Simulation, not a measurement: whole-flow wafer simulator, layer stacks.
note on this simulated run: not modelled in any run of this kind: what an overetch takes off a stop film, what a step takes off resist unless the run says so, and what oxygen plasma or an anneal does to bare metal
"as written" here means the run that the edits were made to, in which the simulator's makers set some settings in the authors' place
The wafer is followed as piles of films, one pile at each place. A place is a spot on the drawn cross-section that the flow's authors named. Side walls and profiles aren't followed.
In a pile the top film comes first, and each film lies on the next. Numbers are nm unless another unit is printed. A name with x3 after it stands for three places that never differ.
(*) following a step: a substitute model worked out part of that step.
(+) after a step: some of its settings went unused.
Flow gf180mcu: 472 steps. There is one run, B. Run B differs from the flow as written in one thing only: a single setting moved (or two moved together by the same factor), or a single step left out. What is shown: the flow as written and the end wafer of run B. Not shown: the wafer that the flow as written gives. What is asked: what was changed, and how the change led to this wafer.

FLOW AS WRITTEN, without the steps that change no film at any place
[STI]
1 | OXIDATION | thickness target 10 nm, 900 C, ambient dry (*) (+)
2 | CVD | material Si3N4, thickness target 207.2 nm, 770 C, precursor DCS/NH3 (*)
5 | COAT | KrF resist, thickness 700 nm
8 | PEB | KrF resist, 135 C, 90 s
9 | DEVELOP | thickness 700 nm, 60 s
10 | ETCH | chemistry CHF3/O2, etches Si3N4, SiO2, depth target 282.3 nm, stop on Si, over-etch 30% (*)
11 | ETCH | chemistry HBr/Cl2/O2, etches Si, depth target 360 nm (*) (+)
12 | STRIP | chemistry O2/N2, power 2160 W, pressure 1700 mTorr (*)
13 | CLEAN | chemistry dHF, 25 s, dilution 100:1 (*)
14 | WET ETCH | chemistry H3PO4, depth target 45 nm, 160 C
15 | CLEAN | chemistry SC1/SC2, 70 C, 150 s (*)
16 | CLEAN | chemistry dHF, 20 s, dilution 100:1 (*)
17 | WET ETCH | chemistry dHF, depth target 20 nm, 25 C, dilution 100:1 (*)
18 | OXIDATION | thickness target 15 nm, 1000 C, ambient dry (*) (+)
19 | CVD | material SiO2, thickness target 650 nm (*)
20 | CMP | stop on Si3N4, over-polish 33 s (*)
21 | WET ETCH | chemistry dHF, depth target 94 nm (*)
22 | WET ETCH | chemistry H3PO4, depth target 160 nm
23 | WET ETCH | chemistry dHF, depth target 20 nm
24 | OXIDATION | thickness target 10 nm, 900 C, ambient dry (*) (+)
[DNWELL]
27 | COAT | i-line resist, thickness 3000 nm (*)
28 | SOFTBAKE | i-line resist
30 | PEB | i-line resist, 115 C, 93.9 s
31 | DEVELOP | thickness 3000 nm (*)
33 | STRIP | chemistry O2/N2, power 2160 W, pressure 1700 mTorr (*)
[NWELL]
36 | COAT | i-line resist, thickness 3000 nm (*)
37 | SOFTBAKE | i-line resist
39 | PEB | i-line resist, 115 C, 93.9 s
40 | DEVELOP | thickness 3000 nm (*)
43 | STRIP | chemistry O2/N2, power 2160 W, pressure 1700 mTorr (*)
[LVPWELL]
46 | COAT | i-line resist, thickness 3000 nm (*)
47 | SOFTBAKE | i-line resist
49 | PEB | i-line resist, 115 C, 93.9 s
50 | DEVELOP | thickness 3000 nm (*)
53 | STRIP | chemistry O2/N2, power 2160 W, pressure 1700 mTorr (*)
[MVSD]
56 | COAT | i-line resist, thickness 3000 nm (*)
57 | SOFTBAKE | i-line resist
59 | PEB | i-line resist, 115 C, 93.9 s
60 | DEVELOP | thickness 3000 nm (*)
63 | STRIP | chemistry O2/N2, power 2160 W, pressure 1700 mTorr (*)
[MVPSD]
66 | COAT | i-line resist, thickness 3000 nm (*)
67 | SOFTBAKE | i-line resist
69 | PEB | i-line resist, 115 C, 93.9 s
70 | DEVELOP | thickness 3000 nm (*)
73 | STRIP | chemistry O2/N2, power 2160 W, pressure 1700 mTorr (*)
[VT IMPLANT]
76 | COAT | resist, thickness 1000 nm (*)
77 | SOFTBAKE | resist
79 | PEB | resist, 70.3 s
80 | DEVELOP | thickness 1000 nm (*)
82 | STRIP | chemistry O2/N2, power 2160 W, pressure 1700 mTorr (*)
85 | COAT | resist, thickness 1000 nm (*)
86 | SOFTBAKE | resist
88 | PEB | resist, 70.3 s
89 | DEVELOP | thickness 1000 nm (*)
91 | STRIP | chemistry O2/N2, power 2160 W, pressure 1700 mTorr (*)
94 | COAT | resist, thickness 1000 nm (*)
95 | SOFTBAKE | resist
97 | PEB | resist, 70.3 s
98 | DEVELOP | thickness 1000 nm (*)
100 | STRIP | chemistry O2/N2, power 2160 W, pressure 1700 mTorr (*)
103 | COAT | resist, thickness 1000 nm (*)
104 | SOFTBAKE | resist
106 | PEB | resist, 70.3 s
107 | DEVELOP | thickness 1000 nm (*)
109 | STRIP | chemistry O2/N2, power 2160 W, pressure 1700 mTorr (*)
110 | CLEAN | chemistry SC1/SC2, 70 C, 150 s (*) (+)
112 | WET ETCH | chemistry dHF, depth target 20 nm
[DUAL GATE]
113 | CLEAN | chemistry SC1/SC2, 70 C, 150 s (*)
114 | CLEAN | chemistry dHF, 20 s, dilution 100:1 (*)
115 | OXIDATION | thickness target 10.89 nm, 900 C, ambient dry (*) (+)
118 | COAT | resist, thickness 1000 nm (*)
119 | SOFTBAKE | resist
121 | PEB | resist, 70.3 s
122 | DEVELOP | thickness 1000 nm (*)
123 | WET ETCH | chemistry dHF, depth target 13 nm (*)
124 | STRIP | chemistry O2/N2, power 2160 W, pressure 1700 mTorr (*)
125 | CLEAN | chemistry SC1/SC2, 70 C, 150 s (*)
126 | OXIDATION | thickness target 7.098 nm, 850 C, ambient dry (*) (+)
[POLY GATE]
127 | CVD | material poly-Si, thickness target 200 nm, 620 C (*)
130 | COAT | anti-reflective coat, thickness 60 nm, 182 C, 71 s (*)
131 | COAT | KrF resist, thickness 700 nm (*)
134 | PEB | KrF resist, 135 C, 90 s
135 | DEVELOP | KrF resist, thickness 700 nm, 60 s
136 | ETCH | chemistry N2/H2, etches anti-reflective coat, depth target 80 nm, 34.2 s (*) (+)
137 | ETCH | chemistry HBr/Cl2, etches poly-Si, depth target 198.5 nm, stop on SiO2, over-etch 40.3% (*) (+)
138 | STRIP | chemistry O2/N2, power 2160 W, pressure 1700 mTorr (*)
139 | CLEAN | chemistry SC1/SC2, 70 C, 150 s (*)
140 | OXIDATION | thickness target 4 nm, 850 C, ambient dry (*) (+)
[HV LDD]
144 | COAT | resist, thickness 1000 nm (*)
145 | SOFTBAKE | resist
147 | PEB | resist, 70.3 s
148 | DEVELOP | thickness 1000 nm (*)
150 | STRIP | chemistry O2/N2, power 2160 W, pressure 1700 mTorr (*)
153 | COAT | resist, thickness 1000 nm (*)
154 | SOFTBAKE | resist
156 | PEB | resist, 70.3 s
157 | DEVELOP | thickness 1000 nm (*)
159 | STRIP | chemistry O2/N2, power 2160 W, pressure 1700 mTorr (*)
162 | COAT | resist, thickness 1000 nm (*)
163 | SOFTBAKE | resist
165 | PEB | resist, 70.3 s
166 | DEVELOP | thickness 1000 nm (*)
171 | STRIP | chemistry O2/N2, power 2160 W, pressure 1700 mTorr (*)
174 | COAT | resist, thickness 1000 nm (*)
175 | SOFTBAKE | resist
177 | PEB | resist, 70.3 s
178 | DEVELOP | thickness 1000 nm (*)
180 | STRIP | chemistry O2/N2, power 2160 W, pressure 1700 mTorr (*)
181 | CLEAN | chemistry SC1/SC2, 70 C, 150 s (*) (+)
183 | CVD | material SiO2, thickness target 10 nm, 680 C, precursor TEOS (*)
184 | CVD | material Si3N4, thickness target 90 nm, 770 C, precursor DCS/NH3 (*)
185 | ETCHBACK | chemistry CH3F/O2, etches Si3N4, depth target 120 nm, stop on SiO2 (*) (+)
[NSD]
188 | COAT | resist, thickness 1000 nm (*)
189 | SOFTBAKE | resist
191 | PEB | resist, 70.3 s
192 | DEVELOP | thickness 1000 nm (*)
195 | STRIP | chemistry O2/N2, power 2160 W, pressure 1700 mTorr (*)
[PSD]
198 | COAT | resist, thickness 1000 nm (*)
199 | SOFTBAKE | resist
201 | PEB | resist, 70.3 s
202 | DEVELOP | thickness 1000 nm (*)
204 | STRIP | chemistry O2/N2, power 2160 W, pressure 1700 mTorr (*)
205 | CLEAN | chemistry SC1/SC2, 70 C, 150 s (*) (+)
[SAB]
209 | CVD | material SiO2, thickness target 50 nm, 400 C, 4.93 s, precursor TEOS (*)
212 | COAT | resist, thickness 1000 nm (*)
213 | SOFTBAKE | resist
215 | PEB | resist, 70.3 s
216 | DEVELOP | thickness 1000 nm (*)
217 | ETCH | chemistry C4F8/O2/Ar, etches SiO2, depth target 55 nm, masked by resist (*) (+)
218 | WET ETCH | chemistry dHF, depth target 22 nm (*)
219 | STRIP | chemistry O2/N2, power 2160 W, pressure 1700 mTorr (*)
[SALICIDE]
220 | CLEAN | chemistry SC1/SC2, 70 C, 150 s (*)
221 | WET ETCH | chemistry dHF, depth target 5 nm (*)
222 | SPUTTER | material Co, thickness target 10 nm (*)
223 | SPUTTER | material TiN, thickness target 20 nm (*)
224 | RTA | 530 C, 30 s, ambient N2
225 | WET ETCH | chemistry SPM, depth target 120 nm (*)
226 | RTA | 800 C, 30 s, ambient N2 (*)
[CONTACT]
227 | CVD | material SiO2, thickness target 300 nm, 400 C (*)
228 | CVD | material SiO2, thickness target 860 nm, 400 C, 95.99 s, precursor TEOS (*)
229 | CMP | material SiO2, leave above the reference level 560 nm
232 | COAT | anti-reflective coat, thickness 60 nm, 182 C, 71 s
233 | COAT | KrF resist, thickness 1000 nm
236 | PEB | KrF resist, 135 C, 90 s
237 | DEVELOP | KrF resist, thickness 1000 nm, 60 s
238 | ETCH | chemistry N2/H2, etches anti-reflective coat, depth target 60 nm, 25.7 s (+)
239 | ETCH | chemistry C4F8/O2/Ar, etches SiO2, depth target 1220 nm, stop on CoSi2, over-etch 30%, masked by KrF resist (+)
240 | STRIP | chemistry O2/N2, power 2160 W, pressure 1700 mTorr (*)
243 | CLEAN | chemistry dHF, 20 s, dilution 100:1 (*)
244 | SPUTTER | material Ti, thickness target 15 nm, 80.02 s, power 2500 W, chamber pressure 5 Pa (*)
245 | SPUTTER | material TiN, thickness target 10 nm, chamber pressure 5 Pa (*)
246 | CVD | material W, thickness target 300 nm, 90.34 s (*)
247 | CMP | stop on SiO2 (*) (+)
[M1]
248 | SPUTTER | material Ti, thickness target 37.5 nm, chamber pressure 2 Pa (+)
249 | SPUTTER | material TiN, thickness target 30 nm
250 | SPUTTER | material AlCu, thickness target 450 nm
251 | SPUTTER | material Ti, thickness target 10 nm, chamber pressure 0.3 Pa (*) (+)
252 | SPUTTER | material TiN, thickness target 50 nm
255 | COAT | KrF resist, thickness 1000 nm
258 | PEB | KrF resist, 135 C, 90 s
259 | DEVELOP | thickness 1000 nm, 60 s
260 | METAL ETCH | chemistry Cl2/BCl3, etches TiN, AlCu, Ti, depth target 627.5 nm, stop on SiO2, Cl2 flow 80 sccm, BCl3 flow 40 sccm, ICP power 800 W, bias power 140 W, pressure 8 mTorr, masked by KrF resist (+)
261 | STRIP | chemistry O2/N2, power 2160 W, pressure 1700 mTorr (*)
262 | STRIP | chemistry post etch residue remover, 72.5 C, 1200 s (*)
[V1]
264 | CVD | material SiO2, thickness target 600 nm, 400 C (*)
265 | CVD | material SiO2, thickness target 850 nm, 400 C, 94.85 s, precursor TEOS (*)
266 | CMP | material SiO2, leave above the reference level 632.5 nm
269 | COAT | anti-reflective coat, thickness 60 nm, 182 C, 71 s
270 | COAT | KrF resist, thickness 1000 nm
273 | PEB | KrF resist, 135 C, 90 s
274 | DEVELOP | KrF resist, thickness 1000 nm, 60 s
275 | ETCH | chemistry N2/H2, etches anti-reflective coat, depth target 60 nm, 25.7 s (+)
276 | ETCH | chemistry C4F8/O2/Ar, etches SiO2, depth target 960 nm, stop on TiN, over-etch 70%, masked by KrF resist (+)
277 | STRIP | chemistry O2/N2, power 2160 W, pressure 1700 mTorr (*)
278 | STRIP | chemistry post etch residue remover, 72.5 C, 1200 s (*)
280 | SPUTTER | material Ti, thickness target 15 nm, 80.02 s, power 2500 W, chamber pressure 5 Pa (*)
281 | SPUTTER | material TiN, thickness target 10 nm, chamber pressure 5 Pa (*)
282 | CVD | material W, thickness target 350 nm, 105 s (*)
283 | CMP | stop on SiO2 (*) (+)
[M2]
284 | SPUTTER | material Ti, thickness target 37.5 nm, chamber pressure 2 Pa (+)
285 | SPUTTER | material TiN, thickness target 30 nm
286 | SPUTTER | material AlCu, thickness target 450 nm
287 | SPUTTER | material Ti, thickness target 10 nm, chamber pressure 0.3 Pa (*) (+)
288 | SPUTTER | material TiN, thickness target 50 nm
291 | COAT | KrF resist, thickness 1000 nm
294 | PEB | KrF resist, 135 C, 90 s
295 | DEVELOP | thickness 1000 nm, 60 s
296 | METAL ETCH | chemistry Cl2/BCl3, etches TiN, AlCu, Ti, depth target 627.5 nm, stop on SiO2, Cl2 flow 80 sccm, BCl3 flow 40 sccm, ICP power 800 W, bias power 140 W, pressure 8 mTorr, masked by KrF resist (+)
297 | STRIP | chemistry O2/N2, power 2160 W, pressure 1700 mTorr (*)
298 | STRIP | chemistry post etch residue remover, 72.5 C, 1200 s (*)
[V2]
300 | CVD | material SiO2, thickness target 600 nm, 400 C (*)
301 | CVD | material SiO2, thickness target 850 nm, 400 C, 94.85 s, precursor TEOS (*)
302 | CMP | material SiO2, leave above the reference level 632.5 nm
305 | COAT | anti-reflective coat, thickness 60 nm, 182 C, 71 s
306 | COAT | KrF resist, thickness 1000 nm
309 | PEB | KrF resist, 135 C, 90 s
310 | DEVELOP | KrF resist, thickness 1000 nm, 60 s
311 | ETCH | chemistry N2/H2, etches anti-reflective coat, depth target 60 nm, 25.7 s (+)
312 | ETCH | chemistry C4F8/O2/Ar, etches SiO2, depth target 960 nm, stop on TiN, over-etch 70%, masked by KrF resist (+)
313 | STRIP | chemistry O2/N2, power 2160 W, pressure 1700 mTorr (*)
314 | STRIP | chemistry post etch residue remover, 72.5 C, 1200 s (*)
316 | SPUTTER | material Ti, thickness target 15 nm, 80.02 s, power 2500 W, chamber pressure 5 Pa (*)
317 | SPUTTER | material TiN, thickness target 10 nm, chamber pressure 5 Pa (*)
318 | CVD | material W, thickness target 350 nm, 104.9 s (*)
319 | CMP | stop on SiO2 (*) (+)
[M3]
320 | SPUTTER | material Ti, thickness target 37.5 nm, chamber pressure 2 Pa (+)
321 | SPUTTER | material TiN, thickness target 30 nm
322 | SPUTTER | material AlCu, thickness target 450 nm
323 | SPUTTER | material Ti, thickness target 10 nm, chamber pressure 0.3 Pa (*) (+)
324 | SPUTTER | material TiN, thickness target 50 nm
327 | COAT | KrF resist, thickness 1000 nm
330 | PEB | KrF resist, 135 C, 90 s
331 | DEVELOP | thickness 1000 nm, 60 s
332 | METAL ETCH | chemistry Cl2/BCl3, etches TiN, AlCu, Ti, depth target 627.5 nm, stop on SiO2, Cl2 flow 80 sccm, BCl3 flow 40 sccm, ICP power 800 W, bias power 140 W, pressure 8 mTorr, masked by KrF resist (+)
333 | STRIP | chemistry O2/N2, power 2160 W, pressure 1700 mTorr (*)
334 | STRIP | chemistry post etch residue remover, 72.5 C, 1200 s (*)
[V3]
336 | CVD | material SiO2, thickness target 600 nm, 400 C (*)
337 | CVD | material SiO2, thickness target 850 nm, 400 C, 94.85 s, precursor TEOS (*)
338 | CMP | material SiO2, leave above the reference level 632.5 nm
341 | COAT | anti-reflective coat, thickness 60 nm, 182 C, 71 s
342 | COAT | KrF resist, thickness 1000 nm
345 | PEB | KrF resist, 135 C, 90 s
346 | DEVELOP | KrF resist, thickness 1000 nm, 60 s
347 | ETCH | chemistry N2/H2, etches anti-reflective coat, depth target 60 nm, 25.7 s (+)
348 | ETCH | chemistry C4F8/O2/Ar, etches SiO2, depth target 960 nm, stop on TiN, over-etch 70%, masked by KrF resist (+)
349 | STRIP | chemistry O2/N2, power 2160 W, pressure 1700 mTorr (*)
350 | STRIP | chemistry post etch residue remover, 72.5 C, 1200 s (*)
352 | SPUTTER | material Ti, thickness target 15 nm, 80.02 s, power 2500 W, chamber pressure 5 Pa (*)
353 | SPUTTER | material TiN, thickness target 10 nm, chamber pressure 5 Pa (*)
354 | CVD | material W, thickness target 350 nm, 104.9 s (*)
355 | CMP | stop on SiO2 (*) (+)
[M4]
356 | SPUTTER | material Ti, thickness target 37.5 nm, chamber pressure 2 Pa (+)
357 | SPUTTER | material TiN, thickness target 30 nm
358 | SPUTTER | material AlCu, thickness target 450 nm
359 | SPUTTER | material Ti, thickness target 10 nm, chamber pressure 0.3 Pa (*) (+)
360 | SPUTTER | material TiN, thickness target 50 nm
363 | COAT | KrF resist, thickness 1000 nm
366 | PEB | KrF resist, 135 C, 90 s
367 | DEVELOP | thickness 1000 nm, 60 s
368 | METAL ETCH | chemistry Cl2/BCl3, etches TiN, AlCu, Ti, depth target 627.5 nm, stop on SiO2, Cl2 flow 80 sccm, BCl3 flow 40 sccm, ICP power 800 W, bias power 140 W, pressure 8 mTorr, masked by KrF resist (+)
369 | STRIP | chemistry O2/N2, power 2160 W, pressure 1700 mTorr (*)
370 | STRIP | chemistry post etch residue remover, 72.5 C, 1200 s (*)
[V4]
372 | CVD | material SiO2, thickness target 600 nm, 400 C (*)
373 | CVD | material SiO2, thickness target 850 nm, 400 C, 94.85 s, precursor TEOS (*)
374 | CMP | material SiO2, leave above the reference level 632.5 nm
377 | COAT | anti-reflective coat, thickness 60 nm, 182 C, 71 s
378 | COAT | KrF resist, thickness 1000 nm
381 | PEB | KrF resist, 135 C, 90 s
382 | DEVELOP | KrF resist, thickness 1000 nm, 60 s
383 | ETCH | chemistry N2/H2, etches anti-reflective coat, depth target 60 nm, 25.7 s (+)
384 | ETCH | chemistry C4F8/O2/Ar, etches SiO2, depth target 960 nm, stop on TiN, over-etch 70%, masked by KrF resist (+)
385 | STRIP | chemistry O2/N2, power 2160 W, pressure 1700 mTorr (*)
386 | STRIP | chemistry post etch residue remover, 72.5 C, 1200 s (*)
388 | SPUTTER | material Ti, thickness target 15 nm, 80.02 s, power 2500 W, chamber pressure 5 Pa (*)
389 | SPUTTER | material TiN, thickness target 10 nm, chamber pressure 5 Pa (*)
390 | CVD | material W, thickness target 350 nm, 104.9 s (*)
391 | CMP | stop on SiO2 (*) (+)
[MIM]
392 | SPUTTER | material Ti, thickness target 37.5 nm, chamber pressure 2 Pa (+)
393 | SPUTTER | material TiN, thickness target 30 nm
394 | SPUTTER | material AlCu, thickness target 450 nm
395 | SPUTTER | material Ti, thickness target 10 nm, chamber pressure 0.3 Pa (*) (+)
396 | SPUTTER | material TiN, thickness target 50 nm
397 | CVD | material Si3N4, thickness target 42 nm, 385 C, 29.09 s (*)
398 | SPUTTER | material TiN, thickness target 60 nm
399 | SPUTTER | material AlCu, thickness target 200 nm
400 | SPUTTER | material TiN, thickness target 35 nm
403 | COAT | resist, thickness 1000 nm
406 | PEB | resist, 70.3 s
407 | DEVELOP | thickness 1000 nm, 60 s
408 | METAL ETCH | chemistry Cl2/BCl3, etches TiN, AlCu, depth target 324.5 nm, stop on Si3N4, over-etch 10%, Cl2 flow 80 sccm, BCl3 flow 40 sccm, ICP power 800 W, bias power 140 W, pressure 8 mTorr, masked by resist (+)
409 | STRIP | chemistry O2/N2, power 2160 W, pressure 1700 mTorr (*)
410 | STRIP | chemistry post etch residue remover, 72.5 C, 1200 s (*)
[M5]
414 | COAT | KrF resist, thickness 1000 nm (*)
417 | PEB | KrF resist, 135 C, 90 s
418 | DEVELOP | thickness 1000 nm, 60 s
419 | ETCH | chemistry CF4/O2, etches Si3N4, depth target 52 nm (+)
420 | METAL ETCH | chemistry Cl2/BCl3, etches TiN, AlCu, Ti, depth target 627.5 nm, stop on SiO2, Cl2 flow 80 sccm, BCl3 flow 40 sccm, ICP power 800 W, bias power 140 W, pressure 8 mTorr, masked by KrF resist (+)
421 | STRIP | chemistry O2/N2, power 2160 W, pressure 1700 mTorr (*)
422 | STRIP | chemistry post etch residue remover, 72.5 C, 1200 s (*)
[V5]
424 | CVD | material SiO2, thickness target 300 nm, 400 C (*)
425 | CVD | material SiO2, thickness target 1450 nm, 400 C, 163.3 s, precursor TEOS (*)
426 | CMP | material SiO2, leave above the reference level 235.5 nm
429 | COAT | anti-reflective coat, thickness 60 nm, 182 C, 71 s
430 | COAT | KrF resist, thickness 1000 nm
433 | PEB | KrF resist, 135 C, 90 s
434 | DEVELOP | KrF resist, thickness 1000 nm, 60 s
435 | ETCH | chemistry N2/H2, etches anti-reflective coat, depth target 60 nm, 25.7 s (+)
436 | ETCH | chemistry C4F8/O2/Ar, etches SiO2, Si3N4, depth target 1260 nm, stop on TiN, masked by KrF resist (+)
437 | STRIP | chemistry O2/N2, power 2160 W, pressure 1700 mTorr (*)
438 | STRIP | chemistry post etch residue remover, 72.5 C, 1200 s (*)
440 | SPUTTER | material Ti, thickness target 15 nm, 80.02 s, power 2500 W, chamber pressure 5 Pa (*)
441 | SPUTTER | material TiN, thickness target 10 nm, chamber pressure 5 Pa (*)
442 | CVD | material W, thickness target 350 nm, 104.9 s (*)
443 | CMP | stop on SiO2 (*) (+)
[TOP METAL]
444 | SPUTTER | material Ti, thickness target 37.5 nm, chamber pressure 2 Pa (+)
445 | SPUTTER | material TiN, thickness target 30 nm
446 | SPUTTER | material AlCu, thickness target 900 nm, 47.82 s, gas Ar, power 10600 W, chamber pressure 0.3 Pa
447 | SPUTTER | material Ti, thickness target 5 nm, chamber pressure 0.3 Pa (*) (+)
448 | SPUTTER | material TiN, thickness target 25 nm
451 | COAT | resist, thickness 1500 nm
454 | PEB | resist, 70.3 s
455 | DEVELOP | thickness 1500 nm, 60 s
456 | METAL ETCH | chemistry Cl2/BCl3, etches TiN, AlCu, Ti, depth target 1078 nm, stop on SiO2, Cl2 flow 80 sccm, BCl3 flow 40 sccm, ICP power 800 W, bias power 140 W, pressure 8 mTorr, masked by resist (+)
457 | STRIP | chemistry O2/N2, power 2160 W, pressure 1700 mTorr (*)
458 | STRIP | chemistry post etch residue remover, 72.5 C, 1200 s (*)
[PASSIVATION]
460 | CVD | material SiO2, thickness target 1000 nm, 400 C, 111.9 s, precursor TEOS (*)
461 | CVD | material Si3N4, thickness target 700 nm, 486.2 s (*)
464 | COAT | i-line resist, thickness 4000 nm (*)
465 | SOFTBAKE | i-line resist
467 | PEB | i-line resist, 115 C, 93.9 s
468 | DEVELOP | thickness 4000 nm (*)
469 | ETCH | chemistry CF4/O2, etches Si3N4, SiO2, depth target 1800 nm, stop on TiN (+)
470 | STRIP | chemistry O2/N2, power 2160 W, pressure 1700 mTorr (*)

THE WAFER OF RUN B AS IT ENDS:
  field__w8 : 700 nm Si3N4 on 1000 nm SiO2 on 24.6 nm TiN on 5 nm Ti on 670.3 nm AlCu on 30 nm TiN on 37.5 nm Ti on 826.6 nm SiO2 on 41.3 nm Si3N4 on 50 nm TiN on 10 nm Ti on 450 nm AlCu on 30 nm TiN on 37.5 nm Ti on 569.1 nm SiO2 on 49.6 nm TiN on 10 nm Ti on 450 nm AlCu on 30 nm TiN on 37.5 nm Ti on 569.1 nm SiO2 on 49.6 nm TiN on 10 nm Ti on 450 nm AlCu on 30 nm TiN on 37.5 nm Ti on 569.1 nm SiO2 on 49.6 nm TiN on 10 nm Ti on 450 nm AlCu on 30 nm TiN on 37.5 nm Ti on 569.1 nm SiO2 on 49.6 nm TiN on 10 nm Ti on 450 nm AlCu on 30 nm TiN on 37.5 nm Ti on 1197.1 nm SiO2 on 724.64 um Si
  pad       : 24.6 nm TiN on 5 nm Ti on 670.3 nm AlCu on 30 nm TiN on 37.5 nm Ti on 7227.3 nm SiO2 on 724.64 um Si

The reason: step 446, SPUTTER: 35.87 s was run, while the flow as written has 47.82 s.

How this came from the change, step by step:
  446 | SPUTTER | material AlCu, thickness target 900 nm, 47.82 s, gas Ar, power 10600 W, chamber pressure 0.3 Pa
      field, field__w1, field__w2 and 109 more: AlCu gains 670.3 (new film) (in the flow as written it would be: AlCu gains 900 (new film))
  456 | METAL ETCH | chemistry Cl2/BCl3, etches TiN, AlCu, Ti, depth target 1078 nm, stop on SiO2, Cl2 flow 80 sccm, BCl3 flow 40 sccm, ICP power 800 W, bias power 140 W, pressure 8 mTorr, masked by resist (+)
      field, field__w1, field__w2 and 103 more: TiN loses 25 (all of it), Ti loses 5 (all of it), AlCu loses 670.3 (all of it), TiN loses 30 (all of it), Ti loses 37.5 (all of it) (in the flow as written it would be: TiN loses 25 (all of it), Ti loses 5 (all of it), AlCu loses 900 (all of it), TiN loses 30 (all of it), Ti loses 37.5 (all of it))
  464 | COAT | i-line resist, thickness 4000 nm (*)
      field__w8: i-line resist gains 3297 (new film) (in the flow as written it would be: i-line resist gains 3093.1 (new film))
      contact: i-line resist gains 3336.6 (new film) (in the flow as written it would be: i-line resist gains 3153.6 (new film))
      (as well as at 4 more places)
  465 | SOFTBAKE | i-line resist
      gate: i-line resist loses 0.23 (in the flow as written it would be: i-line resist gains 1.79)
      field__w11, field__w13: i-line resist gains 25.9 (in the flow as written it would be: i-line resist gains 37.6)
      (as well as at 66 more places)
  467 | PEB | i-line resist, 115 C, 93.9 s
      field__w8, m1__w1: i-line resist loses 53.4 (in the flow as written it would be: i-line resist loses 49.2)
      contact: i-line resist loses 53.6 (in the flow as written it would be: i-line resist loses 49.6)
      (as well as at 3 more places)
  468 | DEVELOP | thickness 4000 nm (*)
      pad: i-line resist loses 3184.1 (all of it) (in the flow as written it would be: i-line resist loses 2960.4 (all of it))
  470 | STRIP | chemistry O2/N2, power 2160 W, pressure 1700 mTorr (*)
      field__w8, m1__w1: i-line resist loses 1996.1 (all of it) (in the flow as written it would be: i-line resist loses 1775.9 (all of it))
      contact: i-line resist loses 2011 (all of it) (in the flow as written it would be: i-line resist loses 1798.3 (all of it))
      (as well as at 2 more places)
